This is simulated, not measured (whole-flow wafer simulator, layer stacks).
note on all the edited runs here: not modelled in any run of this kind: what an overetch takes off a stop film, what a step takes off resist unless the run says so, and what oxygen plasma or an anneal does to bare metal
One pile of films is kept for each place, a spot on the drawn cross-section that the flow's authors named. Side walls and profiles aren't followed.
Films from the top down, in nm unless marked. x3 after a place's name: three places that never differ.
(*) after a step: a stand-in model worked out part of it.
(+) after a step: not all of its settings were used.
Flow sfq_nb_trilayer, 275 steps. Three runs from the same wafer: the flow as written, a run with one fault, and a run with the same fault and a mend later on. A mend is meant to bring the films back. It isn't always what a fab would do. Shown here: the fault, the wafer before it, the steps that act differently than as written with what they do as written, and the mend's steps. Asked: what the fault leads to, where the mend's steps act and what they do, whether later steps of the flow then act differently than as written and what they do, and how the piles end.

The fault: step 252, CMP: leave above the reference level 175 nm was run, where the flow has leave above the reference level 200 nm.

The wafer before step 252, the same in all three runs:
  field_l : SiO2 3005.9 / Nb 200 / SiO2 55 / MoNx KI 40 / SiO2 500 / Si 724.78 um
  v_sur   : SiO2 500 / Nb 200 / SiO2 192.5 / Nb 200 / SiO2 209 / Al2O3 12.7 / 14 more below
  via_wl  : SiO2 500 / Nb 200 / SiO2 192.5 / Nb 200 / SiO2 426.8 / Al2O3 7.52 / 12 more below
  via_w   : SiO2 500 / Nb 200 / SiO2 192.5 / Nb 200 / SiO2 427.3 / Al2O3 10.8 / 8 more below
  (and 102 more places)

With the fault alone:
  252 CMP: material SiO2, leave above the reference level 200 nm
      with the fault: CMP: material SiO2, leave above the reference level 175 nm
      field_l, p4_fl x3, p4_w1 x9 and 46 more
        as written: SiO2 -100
        with the fault: SiO2 -125
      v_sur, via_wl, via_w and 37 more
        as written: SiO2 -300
        with the fault: SiO2 -325
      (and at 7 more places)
  Later steps of the flow that act differently than as written (3 more steps differ only slightly, by at most 2% or 0.5 nm, whichever is larger, and aren't shown):
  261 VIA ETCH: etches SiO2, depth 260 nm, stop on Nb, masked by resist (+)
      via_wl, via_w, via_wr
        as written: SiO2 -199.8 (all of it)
        with the fault: SiO2 -174.8 (all of it)
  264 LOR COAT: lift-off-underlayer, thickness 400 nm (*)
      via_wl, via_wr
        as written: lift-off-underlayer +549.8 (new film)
        with the fault: lift-off-underlayer +531.1 (new film)
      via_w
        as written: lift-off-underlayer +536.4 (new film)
        with the fault: lift-off-underlayer +519.4 (new film)
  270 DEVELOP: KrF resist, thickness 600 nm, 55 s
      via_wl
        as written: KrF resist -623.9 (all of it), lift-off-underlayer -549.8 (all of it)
        with the fault: KrF resist -620.7 (all of it), lift-off-underlayer -531.1 (all of it)
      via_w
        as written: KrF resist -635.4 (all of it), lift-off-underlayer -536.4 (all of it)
        with the fault: KrF resist -630.9 (all of it), lift-off-underlayer -519.4 (all of it)
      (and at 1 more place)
  At the end the piles differ from the flow's by more than 2% or 0.5 nm, whichever is larger, at v_sur, via_sp, via_v and 65 more.
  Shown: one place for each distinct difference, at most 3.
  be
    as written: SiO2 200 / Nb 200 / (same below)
    with the fault: SiO2 175 / Nb 200 / (same below)
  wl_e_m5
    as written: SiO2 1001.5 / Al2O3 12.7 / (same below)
    with the fault: SiO2 976.5 / Al2O3 12.7 / (same below)
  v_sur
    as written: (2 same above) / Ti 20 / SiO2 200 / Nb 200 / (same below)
    with the fault: (2 same above) / Ti 20 / SiO2 175 / Nb 200 / (same below)

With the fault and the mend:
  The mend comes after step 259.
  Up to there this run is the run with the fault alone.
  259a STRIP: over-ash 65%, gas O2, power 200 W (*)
      field_l, v_sur, via_sp and 100 more
        KrF resist -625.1 (all of it), anti-reflective coat -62 (all of it)
      via_wl, via_w, via_wr
        anti-reflective coat -62 (all of it)
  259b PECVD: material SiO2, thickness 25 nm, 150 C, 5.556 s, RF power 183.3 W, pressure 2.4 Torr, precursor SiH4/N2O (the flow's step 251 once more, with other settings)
      field_l, v_sur, via_wl and 103 more
        SiO2 +25
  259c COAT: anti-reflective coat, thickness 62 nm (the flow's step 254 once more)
      field_l, v_sur, via_wl and 103 more
        anti-reflective coat +62 (new film)
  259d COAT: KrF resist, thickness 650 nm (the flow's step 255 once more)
      field_l, v_sur, via_wl and 103 more
        KrF resist +650 (new film)
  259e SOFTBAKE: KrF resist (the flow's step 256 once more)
      changes no film at any place that is followed
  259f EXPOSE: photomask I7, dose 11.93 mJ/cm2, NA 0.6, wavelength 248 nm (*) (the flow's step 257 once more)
      changes no film at any place that is followed
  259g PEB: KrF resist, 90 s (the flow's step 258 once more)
      field_l, v_sur, via_wl and 103 more
        KrF resist -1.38
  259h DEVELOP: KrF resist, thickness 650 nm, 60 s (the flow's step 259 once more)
      field_l, v_sur, via_sp and 100 more
        KrF resist -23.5
      via_wl, via_w, via_wr
        KrF resist -648.6 (all of it)
  No later step of the flow acts differently than as written at any place that is followed.
  At the end the piles are the same as the flow's at every place that both follow.
